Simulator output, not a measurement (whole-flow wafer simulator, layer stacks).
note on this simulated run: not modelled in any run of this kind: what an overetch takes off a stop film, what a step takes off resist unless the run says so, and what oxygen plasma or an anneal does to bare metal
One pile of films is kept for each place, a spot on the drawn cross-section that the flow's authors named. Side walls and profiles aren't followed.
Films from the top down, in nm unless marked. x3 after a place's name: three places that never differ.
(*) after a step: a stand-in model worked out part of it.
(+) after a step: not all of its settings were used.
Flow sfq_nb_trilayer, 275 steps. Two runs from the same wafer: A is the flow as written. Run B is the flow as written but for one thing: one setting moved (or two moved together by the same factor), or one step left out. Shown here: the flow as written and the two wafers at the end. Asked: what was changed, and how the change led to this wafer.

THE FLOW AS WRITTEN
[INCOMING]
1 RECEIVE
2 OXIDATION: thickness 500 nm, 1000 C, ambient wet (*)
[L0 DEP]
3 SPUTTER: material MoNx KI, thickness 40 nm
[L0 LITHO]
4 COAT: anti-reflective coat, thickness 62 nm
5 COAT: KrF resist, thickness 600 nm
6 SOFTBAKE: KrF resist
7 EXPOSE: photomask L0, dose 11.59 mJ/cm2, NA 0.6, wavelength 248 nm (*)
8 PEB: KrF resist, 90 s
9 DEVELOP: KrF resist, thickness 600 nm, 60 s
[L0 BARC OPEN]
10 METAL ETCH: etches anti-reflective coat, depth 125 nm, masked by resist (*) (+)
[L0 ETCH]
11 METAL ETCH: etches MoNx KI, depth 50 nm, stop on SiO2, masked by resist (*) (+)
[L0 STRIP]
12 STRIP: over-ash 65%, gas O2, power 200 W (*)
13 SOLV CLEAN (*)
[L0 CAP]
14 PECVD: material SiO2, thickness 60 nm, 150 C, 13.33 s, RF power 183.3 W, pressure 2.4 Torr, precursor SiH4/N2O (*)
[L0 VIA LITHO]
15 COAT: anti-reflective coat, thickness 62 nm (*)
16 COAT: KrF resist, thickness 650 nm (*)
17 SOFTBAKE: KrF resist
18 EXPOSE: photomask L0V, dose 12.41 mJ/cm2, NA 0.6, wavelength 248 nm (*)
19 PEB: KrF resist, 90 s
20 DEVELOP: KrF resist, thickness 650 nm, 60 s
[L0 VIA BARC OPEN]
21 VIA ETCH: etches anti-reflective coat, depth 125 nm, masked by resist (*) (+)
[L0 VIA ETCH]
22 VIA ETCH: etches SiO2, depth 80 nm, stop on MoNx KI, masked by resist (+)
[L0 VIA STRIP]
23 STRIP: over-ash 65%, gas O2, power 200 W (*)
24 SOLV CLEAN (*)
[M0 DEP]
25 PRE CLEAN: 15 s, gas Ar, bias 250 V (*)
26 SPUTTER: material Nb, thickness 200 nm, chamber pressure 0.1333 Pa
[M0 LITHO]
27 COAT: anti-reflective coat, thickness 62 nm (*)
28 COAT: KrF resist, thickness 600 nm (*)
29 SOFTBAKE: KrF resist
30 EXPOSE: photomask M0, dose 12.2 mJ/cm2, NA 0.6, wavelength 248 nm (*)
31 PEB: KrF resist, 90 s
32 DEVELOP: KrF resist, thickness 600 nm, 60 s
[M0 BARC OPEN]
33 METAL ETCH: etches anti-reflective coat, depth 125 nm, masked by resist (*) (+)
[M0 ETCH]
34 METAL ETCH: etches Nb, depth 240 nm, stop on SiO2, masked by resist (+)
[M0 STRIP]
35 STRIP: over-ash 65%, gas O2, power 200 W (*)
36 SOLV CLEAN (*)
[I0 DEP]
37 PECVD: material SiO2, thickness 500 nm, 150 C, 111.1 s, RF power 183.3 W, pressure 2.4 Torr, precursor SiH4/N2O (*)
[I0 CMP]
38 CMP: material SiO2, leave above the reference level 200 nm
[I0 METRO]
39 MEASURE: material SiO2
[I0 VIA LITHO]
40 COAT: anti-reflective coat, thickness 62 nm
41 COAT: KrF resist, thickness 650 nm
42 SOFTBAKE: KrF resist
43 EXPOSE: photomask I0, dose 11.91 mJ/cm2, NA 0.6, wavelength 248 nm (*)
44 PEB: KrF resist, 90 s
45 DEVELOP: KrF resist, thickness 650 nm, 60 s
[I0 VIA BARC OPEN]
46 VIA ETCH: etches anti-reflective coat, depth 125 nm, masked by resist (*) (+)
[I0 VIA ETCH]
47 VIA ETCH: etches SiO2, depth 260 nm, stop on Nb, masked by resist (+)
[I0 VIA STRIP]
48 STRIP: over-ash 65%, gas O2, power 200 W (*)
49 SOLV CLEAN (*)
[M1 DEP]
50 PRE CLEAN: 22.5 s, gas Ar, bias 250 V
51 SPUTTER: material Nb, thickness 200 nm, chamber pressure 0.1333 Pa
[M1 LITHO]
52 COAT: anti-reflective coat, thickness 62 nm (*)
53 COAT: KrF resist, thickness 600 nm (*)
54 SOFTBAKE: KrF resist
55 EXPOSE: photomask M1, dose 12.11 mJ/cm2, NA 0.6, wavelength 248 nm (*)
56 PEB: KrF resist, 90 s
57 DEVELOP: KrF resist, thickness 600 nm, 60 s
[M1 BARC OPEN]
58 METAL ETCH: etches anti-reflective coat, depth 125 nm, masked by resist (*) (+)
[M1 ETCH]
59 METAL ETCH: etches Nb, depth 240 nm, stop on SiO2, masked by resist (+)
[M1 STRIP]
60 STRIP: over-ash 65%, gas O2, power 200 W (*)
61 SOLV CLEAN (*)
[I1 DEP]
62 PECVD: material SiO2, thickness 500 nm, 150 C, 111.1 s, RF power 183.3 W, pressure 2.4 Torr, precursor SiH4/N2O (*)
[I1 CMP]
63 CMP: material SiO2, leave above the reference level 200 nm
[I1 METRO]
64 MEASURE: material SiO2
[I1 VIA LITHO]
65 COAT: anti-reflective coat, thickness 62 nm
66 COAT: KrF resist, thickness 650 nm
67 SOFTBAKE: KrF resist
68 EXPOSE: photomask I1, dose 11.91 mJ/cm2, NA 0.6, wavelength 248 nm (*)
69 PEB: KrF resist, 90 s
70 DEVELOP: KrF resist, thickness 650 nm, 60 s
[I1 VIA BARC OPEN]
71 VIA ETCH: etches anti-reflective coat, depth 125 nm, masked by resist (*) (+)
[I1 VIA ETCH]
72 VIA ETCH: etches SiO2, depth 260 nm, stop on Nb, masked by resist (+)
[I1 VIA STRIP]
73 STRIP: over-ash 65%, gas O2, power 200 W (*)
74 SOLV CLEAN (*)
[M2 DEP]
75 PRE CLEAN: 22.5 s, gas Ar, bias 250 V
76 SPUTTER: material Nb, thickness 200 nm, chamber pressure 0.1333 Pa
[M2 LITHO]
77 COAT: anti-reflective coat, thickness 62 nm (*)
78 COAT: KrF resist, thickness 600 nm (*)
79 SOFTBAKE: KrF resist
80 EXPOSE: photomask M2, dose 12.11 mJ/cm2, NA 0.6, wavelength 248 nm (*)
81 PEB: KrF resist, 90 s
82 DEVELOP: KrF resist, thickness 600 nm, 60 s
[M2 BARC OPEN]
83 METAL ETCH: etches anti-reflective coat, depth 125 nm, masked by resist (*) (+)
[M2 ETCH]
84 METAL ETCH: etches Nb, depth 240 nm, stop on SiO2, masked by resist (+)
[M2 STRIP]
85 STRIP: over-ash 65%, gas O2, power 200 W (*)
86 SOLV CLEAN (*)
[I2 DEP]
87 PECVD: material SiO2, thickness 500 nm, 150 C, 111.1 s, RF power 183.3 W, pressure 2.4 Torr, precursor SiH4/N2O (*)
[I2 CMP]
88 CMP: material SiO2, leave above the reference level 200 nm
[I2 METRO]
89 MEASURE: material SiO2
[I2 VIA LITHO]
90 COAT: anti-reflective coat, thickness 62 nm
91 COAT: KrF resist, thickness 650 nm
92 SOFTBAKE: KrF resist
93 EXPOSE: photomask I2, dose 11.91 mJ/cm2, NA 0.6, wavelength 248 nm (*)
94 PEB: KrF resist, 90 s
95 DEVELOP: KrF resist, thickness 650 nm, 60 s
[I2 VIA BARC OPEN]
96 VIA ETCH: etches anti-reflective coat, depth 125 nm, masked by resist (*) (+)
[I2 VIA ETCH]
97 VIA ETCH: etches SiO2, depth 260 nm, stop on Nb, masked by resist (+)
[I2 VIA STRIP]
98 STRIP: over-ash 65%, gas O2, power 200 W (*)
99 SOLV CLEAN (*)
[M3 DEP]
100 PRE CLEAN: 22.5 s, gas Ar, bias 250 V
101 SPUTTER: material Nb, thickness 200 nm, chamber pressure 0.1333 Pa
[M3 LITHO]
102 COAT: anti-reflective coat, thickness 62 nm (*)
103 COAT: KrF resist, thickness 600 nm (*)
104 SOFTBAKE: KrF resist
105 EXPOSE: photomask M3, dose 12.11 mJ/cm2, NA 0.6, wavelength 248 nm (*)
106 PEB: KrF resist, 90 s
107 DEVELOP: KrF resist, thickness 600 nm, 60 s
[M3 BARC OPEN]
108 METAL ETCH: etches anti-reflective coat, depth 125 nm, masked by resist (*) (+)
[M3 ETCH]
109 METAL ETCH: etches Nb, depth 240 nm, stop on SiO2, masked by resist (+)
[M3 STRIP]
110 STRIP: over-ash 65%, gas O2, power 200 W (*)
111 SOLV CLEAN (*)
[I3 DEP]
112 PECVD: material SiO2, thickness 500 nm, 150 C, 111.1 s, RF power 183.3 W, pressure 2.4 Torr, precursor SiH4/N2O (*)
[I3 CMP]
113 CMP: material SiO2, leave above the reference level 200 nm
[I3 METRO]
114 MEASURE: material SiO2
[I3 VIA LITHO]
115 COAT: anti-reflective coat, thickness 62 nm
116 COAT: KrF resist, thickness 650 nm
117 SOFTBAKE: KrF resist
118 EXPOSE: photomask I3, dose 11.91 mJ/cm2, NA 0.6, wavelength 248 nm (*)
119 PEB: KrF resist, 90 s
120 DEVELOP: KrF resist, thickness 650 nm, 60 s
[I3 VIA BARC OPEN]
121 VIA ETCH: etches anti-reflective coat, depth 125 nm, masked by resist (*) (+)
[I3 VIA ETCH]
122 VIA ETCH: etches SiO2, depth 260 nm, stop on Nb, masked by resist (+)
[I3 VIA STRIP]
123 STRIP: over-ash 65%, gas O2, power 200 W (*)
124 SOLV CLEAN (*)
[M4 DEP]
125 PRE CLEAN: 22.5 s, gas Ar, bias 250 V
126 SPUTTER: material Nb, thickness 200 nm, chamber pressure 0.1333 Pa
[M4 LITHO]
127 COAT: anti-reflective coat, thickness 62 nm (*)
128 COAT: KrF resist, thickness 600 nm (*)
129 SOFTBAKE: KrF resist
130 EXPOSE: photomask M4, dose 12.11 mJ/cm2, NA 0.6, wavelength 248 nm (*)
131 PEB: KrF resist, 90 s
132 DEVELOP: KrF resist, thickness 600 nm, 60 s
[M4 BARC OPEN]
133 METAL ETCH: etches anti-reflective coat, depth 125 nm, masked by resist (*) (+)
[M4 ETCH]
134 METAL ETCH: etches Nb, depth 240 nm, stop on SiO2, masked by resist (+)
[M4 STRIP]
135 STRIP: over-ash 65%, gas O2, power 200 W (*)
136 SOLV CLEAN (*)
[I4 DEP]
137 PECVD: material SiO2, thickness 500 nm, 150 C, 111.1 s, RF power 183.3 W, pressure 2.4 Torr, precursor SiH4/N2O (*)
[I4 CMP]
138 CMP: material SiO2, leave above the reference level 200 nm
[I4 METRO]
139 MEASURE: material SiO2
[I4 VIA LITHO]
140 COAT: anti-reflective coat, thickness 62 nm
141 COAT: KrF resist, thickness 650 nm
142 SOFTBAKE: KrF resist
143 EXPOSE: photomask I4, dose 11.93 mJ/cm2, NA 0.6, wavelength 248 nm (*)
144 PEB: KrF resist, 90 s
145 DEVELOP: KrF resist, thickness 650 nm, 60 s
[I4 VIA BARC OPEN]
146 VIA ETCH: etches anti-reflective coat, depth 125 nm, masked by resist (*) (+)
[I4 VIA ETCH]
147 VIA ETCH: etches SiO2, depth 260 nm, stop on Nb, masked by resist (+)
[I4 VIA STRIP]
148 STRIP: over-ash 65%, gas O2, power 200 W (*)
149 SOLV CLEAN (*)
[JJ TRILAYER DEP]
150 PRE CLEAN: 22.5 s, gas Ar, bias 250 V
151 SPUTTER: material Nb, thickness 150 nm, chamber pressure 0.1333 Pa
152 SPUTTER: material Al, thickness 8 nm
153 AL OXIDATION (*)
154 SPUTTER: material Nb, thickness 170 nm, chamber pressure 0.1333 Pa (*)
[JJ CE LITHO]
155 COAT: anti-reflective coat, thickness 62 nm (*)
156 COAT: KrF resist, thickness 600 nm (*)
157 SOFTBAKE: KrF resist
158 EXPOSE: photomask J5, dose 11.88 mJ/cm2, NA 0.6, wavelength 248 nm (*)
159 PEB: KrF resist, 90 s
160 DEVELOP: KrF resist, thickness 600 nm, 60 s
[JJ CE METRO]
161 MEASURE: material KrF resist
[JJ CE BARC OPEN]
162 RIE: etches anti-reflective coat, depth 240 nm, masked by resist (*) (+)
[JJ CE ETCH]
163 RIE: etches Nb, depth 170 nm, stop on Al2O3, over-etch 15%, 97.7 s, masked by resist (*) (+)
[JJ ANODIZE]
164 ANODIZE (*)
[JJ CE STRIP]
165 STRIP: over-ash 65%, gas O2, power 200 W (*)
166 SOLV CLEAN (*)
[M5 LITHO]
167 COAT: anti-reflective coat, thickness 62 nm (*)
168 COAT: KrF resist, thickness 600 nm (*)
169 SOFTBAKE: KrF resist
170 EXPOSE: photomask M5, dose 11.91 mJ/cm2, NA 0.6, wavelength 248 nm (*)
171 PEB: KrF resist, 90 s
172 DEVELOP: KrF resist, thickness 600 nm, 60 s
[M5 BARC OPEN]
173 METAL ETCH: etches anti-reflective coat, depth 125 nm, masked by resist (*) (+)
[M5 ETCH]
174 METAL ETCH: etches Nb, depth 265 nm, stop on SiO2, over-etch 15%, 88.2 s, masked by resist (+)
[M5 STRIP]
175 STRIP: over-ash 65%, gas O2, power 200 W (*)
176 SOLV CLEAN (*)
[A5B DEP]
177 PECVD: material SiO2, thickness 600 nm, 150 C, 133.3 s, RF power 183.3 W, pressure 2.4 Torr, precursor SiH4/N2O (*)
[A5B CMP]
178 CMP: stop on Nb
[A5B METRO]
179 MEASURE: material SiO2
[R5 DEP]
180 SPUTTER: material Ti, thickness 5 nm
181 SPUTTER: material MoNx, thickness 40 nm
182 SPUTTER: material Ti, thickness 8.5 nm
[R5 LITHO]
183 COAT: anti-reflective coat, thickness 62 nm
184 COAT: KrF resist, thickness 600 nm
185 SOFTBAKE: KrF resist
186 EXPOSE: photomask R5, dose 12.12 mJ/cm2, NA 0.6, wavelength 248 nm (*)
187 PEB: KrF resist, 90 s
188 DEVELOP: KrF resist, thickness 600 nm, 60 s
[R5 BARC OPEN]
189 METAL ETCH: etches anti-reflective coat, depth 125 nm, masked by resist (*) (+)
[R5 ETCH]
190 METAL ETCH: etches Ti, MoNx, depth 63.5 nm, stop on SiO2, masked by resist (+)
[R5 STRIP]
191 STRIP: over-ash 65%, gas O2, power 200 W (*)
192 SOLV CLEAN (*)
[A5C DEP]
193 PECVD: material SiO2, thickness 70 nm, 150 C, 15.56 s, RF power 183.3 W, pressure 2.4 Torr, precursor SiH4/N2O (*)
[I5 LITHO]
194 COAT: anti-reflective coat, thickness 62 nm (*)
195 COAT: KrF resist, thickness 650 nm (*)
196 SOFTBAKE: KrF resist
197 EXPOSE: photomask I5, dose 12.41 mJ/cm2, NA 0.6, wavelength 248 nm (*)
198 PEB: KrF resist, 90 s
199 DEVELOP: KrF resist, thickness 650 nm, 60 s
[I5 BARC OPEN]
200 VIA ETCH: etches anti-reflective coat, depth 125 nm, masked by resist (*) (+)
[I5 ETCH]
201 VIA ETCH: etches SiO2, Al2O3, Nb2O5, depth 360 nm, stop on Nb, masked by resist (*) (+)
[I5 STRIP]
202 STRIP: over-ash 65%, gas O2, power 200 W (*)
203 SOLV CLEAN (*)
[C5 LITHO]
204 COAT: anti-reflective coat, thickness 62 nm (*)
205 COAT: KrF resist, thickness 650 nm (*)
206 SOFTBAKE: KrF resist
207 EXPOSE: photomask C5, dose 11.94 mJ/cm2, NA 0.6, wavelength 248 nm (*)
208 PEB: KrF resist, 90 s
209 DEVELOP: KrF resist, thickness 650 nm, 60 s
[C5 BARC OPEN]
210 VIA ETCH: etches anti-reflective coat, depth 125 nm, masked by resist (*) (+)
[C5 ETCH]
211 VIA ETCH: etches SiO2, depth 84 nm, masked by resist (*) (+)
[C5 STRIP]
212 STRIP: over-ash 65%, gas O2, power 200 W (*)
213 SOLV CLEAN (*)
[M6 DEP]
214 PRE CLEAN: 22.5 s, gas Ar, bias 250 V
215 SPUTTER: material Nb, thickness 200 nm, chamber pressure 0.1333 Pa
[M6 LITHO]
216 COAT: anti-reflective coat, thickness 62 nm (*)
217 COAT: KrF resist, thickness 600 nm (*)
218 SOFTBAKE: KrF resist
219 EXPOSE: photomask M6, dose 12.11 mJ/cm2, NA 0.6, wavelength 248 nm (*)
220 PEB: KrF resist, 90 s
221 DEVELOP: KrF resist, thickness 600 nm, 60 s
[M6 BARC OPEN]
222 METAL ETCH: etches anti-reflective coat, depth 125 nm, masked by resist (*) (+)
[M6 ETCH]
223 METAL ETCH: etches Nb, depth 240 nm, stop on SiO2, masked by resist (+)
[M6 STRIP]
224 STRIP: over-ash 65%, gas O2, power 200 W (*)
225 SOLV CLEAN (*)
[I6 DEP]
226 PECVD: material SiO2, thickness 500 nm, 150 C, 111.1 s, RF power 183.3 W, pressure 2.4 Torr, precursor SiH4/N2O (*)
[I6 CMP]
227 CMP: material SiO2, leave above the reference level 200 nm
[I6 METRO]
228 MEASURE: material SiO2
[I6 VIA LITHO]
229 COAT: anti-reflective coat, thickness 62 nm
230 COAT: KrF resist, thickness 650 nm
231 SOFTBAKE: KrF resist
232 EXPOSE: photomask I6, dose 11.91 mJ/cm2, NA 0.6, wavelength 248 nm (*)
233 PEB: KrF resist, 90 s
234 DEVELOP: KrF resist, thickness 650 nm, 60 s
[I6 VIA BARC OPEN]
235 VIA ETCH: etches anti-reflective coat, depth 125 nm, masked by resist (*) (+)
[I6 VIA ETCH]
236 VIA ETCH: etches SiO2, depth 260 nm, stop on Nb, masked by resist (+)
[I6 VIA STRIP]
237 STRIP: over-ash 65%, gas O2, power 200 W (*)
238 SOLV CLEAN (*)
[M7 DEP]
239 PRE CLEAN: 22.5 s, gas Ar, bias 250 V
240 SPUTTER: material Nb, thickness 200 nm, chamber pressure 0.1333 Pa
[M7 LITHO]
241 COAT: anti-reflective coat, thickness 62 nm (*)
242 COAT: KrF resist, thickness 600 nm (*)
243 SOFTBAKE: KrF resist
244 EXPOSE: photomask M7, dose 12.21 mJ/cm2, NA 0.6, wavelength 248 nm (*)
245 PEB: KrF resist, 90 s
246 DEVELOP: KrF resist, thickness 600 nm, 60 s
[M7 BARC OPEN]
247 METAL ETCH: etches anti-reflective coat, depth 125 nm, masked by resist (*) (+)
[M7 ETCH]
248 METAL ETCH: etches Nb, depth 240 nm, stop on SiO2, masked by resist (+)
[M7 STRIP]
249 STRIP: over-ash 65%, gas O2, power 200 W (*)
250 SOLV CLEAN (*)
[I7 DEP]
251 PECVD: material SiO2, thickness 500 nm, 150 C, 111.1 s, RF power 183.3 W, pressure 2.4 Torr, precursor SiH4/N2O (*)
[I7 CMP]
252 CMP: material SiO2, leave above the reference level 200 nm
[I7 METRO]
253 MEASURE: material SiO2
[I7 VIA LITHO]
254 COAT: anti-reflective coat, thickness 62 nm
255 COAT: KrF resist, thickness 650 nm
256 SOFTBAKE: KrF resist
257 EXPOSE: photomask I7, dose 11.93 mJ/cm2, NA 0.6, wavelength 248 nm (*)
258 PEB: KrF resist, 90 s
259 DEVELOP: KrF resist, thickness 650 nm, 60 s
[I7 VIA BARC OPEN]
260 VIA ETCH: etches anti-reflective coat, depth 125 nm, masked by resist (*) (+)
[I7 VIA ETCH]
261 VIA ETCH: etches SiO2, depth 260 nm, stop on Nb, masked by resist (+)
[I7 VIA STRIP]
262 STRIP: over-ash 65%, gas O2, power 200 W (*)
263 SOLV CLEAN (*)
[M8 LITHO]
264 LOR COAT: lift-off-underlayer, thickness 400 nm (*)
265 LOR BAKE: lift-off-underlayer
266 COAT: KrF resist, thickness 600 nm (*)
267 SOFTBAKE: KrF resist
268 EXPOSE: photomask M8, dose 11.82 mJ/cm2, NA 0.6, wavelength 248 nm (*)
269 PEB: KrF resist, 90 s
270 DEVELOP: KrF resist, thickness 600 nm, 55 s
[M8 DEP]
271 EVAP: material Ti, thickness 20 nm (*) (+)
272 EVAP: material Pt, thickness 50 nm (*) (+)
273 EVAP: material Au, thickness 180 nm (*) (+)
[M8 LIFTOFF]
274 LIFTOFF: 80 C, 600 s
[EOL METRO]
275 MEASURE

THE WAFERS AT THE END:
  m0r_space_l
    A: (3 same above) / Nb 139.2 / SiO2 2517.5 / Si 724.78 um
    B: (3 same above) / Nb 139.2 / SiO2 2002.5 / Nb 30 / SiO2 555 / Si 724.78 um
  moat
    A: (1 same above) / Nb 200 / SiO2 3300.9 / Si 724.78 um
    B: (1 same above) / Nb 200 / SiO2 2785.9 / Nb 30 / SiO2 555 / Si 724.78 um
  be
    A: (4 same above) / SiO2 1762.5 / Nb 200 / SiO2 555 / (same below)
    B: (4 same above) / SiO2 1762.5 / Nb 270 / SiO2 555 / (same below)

The cause: step 26, SPUTTER: thickness 270 nm was run, where the flow has thickness 200 nm.
It can be read off the wafer: be has Nb 270, and step 26 as written asks for 200 nm.

How the change led to this, step by step:
  26 SPUTTER: material Nb, thickness 200 nm, chamber pressure 0.1333 Pa
      field_l, v_sur, via_wl and 102 more: A Nb +200 (new film) | B Nb +270 (new film)
      l0v: A Nb +195.7 (new film) | B Nb +265.9 (new film)
  34 METAL ETCH: etches Nb, depth 240 nm, stop on SiO2, masked by resist (+)
      moat, m0r_space_l, m0r_space_r: A Nb -200 (all of it) | B Nb -240
  37 PECVD: material SiO2, thickness 500 nm, 150 C, 111.1 s, RF power 183.3 W, pressure 2.4 Torr, precursor SiH4/N2O (*)
      moat, m0r_space_l, m0r_space_r: A SiO2 +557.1 | B SiO2 +597.1 (new film)
Counting metal films that touch as one body, m0r_space_l has 2 bodies (between them, from the top down: SiO2 2002.5); the flow as written gives 1 body.
Counting metal films that touch as one body, moat has 2 bodies (between them, from the top down: SiO2 2785.9); the flow as written gives 1 body.
